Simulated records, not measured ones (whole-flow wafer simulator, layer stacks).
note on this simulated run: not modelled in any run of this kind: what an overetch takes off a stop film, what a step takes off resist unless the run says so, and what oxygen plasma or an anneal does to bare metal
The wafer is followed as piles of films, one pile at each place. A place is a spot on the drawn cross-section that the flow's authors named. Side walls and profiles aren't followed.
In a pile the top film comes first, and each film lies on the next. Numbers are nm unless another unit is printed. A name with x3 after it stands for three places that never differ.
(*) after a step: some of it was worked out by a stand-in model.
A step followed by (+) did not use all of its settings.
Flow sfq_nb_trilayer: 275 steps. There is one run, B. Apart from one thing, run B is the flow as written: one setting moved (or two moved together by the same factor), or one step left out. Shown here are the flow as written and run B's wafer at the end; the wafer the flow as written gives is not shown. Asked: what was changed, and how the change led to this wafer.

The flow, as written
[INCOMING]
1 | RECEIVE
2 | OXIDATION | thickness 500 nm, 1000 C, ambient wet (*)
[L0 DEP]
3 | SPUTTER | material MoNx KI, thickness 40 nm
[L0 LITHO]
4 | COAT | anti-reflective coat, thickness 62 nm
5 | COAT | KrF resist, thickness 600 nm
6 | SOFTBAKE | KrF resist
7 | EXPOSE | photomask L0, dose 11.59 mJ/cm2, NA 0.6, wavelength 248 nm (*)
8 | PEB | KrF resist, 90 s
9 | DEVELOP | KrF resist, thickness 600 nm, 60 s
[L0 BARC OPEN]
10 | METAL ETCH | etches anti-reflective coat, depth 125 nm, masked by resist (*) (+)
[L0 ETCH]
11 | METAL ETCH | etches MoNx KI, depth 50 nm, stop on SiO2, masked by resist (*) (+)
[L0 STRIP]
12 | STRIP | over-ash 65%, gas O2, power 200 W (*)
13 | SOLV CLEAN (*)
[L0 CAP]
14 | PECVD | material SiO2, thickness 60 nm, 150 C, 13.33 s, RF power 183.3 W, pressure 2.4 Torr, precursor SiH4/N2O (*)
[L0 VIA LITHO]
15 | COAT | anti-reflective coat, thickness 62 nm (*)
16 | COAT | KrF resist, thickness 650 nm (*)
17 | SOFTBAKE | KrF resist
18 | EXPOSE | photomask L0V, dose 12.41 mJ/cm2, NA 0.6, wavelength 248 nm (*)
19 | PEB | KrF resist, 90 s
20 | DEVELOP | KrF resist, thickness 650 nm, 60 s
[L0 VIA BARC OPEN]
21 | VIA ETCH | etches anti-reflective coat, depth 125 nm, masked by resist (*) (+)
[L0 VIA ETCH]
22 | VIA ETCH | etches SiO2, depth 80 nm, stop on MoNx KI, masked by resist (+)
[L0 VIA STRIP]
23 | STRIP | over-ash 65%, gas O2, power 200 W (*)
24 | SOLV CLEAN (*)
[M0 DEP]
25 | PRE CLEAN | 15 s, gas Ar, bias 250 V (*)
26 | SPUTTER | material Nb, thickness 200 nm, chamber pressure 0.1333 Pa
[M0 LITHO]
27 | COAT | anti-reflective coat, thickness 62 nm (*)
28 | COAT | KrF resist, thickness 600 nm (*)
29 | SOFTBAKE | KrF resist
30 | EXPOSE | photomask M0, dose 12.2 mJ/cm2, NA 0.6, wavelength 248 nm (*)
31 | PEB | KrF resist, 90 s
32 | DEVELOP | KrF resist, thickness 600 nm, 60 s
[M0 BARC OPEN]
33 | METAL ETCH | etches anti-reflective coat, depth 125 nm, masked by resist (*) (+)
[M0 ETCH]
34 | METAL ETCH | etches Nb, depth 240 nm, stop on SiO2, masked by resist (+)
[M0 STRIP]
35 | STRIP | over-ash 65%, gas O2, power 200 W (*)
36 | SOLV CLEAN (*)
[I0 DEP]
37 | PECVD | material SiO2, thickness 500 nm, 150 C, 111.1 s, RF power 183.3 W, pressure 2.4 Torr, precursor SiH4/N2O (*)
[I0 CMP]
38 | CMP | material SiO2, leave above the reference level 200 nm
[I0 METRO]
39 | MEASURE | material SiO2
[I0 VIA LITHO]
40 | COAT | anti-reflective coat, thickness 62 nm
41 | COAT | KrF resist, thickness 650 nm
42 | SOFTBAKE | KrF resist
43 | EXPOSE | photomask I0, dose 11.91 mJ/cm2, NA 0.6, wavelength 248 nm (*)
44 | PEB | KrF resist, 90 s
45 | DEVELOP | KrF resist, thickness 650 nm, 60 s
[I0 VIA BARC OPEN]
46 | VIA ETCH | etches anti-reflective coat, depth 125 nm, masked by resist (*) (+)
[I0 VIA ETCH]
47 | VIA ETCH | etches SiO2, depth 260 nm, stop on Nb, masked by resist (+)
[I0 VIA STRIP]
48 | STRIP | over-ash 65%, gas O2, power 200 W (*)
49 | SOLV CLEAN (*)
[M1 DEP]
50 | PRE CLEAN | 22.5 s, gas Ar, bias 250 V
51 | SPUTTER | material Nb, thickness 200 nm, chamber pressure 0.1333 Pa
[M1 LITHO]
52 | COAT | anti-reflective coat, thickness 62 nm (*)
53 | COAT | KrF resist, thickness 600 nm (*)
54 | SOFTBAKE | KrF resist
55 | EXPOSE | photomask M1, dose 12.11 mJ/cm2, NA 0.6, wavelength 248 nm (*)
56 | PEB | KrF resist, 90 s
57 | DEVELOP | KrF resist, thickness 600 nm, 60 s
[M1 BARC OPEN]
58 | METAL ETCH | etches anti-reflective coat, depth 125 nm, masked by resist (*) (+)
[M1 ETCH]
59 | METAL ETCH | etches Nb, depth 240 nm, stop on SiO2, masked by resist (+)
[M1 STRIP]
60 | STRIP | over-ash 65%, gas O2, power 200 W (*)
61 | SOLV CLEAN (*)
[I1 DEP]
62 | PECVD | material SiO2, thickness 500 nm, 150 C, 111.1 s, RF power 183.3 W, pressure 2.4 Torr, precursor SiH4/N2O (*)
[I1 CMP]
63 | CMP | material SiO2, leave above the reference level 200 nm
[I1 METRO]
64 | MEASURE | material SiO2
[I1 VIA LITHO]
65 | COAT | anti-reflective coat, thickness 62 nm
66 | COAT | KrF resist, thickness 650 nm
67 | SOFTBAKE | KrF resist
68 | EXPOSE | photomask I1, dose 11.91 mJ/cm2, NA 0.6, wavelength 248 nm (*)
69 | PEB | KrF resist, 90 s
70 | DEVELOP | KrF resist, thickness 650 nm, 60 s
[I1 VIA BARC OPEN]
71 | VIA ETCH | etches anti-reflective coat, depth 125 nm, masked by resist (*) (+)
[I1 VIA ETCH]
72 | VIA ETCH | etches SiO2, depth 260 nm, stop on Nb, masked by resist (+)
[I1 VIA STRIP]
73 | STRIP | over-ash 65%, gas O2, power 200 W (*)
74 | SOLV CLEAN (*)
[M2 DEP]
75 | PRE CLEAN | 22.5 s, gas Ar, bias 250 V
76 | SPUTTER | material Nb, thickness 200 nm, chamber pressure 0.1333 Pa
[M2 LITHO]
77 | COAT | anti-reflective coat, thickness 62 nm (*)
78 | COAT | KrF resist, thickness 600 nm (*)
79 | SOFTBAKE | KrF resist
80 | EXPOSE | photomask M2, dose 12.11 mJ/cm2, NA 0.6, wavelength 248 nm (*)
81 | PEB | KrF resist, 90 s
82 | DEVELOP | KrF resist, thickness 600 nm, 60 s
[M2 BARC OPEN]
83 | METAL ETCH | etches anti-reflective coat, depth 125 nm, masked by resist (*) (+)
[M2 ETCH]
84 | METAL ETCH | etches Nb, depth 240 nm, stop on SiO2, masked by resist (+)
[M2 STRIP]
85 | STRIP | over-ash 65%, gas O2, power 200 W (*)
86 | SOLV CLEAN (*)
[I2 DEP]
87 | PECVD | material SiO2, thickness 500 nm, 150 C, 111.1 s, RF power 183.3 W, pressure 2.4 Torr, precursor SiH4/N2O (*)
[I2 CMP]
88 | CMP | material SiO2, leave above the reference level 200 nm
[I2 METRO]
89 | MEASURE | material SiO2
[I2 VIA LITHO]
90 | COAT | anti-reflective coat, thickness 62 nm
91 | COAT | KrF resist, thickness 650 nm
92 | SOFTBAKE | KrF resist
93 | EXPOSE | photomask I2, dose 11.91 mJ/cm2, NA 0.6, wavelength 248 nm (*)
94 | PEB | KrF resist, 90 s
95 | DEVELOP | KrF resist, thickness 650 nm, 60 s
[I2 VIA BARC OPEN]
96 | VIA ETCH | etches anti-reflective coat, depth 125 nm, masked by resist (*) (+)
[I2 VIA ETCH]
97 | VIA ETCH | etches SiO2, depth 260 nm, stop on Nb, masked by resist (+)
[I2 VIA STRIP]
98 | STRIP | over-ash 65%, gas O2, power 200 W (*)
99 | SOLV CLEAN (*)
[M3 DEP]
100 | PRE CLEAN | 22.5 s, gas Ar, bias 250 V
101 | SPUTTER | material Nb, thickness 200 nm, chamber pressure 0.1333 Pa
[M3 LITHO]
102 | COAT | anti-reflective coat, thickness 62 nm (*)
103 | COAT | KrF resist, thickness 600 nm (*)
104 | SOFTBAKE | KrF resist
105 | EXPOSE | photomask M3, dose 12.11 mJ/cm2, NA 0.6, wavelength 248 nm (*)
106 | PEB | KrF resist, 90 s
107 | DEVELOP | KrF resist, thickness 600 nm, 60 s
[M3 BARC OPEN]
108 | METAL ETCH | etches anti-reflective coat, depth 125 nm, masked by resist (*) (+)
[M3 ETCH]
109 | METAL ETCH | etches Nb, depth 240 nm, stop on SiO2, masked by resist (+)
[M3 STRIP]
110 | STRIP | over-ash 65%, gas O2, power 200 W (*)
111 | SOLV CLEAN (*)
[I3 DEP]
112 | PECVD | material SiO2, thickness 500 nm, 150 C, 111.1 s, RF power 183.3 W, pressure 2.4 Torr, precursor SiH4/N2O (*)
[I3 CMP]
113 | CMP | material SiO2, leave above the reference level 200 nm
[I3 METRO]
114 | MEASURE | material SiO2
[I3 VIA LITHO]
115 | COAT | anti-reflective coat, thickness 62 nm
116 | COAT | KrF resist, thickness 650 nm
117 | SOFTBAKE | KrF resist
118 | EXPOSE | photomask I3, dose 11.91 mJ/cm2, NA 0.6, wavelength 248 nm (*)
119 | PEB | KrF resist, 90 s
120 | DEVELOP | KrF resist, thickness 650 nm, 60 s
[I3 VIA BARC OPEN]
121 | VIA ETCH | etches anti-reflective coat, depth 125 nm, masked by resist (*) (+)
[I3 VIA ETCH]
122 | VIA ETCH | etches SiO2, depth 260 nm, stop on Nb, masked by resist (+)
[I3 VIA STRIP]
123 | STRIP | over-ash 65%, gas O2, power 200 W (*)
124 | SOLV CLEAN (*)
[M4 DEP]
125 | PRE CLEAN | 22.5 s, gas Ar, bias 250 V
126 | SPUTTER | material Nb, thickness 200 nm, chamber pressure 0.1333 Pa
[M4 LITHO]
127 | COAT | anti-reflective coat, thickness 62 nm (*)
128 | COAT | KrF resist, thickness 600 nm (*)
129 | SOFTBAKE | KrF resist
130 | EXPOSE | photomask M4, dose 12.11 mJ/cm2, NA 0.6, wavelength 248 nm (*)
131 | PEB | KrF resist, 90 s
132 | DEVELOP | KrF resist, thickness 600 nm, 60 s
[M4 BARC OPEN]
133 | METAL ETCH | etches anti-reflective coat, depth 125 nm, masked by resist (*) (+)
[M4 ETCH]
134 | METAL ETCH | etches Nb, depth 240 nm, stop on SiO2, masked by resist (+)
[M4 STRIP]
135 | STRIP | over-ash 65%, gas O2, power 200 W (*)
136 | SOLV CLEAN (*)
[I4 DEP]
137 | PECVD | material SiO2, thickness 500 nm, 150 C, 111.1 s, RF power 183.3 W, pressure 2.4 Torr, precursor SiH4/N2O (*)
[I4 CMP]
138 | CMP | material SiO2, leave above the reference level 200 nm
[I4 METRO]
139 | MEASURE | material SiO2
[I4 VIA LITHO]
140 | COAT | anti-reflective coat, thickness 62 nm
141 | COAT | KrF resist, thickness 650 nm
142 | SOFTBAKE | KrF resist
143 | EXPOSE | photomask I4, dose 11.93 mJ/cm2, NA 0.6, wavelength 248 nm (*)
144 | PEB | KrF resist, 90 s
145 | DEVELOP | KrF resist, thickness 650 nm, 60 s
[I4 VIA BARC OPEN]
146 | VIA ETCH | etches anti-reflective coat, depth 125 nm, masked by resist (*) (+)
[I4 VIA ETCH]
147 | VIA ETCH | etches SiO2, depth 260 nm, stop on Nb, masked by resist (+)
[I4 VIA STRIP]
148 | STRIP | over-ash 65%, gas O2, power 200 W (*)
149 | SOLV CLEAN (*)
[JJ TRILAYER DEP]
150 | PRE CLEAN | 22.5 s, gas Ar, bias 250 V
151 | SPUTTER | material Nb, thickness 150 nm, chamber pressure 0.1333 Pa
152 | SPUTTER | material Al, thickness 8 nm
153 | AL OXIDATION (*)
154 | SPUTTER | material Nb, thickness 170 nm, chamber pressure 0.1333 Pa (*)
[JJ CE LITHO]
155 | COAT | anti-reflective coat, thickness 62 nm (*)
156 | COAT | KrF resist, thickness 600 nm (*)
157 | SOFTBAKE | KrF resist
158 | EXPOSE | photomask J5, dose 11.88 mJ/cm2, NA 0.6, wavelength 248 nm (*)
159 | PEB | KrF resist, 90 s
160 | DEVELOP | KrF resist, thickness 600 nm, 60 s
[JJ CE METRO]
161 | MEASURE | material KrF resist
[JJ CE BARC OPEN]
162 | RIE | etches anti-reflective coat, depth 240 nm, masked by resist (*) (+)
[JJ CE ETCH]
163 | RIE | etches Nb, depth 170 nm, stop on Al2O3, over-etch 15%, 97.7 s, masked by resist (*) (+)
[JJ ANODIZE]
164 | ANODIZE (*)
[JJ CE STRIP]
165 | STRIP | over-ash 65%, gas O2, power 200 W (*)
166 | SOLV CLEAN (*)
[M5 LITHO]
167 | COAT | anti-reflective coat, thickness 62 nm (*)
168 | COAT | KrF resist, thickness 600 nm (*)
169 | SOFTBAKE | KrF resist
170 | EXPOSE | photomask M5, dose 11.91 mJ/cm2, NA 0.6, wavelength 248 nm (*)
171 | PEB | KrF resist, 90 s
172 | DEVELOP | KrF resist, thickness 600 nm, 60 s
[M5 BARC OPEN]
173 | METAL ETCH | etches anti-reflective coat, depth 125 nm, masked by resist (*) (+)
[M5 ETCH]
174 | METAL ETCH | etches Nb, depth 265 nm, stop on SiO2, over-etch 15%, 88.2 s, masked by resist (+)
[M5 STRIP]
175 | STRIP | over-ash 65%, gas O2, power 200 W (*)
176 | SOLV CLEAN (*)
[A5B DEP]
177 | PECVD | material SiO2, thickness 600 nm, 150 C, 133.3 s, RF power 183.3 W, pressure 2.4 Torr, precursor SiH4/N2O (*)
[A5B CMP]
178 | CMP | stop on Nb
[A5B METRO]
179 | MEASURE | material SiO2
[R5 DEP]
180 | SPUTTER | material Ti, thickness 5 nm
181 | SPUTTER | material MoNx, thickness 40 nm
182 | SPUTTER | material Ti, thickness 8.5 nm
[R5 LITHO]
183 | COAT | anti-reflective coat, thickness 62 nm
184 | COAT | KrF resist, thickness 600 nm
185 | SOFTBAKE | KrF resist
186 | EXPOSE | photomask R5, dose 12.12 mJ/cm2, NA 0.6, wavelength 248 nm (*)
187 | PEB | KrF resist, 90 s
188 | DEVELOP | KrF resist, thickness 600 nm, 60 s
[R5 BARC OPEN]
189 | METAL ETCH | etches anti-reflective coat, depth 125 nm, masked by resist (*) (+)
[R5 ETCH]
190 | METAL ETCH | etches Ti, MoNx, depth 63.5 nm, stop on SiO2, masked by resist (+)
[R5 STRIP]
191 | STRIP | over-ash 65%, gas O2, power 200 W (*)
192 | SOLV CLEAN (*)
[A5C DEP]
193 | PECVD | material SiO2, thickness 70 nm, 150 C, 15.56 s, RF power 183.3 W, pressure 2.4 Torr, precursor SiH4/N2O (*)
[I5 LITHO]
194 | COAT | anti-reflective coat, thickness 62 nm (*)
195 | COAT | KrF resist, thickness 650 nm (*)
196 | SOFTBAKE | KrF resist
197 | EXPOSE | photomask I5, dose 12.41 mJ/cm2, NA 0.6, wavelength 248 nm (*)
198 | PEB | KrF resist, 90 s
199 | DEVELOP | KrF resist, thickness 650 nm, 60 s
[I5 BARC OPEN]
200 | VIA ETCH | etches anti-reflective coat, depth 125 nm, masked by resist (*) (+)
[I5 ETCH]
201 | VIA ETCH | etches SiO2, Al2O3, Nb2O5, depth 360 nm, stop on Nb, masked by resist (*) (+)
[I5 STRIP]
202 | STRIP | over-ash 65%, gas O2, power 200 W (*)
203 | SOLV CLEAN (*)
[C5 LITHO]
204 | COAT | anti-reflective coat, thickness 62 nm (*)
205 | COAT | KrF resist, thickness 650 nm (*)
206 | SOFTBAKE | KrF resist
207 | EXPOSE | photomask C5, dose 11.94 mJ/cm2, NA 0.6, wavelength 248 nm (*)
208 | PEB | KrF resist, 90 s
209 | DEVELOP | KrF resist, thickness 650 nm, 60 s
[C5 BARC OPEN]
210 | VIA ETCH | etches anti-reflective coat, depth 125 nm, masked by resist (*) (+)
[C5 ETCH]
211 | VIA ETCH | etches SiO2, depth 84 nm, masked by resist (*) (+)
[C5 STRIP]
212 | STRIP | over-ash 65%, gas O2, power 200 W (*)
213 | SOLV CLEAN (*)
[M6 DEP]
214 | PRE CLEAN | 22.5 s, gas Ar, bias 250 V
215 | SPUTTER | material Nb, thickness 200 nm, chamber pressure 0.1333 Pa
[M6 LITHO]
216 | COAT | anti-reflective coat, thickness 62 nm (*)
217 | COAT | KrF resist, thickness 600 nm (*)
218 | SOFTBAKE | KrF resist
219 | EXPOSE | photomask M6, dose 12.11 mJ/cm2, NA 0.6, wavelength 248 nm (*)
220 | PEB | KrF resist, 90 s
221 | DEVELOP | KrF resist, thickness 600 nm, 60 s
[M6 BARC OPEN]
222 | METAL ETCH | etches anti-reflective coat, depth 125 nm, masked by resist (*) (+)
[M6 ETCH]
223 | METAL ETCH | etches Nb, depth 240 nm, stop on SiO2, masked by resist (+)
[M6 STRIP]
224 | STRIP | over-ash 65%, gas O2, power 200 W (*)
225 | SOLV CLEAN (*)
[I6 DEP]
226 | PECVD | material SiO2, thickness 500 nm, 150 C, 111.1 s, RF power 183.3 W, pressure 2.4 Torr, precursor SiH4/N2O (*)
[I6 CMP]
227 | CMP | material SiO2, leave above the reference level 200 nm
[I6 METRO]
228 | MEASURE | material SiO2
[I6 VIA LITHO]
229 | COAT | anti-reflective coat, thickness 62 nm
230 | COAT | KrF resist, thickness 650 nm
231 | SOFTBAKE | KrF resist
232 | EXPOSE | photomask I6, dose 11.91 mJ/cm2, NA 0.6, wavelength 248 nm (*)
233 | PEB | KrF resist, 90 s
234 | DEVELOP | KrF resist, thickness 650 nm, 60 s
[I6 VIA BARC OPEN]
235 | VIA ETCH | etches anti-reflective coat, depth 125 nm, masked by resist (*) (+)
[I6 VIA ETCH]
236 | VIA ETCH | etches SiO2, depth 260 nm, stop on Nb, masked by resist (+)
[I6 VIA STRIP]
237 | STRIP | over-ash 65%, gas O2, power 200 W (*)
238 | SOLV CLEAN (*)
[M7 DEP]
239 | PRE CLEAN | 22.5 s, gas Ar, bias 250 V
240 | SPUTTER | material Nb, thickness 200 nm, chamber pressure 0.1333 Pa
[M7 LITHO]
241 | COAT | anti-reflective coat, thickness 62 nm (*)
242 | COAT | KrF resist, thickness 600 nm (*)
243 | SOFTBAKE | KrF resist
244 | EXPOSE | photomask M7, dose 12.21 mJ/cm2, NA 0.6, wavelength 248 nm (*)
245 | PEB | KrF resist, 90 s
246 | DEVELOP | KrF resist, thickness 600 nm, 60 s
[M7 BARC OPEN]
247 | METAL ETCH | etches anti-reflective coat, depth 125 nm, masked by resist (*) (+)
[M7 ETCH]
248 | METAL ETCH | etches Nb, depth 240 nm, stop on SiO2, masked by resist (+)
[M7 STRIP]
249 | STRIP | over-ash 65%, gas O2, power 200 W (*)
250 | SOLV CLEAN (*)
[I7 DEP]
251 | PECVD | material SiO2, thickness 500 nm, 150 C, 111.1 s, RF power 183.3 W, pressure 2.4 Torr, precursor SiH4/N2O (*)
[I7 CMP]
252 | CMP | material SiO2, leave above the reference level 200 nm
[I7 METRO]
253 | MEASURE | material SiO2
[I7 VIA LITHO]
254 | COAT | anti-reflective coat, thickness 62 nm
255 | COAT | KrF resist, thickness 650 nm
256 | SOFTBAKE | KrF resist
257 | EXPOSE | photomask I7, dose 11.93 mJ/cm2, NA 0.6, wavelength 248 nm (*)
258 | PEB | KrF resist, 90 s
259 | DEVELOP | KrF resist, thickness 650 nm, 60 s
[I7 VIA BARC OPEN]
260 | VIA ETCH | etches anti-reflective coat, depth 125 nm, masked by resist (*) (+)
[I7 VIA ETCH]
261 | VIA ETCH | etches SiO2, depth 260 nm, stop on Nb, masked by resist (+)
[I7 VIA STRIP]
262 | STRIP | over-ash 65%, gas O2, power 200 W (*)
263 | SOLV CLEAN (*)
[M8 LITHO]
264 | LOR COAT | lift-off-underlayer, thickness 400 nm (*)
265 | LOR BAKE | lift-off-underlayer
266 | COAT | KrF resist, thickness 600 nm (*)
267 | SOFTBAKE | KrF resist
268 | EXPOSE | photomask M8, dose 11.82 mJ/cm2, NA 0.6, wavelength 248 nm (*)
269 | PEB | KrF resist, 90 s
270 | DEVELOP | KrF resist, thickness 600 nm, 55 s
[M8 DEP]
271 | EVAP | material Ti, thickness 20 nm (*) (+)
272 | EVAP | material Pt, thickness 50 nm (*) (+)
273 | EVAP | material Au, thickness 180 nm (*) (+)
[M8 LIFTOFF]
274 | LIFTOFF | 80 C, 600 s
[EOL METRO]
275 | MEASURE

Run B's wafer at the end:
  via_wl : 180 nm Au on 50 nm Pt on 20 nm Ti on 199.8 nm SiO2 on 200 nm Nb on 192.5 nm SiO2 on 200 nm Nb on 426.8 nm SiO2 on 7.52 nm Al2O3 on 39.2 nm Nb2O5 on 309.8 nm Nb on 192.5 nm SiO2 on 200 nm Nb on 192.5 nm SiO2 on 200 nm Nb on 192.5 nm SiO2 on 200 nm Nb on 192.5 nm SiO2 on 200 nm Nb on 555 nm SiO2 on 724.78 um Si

Cause: step 261, VIA ETCH: etches SiO2, depth 260 nm, stop on Nb, masked by resist (+), was skipped.

Step by step, how the change led to this:
  262 | STRIP | over-ash 65%, gas O2, power 200 W (*)
      field_l, v_sur, via_sp and 100 more: KrF resist loses 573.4 (all of it), anti-reflective coat loses 62 (all of it) (as written it would have been: KrF resist loses 528.6 (all of it), anti-reflective coat loses 62 (all of it))
  264 | LOR COAT | lift-off-underlayer, thickness 400 nm (*)
      via_wl, via_wr: lift-off-underlayer gains 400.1 (new film) (as written it would have been: lift-off-underlayer gains 549.8 (new film))
      field_l: lift-off-underlayer gains 400 (new film) (as written it would have been: lift-off-underlayer gains 388.2 (new film))
      (as well as at 3 more places)
  266 | COAT | KrF resist, thickness 600 nm (*)
      via_wl: KrF resist gains 600 (new film) (as written it would have been: KrF resist gains 625.2 (new film))
      via_w: KrF resist gains 600 (new film) (as written it would have been: KrF resist gains 636.8 (new film))
      (as well as at 1 more place)
  270 | DEVELOP | KrF resist, thickness 600 nm, 55 s
      field_l: KrF resist loses 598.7 (all of it), lift-off-underlayer loses 400 (all of it) (as written it would have been: KrF resist loses 593.7 (all of it), lift-off-underlayer loses 388.2 (all of it))
      v_sur: KrF resist loses 598.8 (all of it), lift-off-underlayer loses 400 (all of it) (as written it would have been: KrF resist loses 607.3 (all of it), lift-off-underlayer loses 369.4 (all of it))
      (as well as at 4 more places)
Taking metal films that touch as one body, via_wl has 8 bodies (between them, from the top down: SiO2 199.8; SiO2 192.5; SiO2 426.8 / Al2O3 7.52 / Nb2O5 39.2; SiO2 192.5; SiO2 192.5; SiO2 192.5; SiO2 192.5); the flow as written gives 7 bodies (between them, from the top down: SiO2 192.5; SiO2 426.8 / Al2O3 7.52 / Nb2O5 39.2; SiO2 192.5; SiO2 192.5; SiO2 192.5; SiO2 192.5).
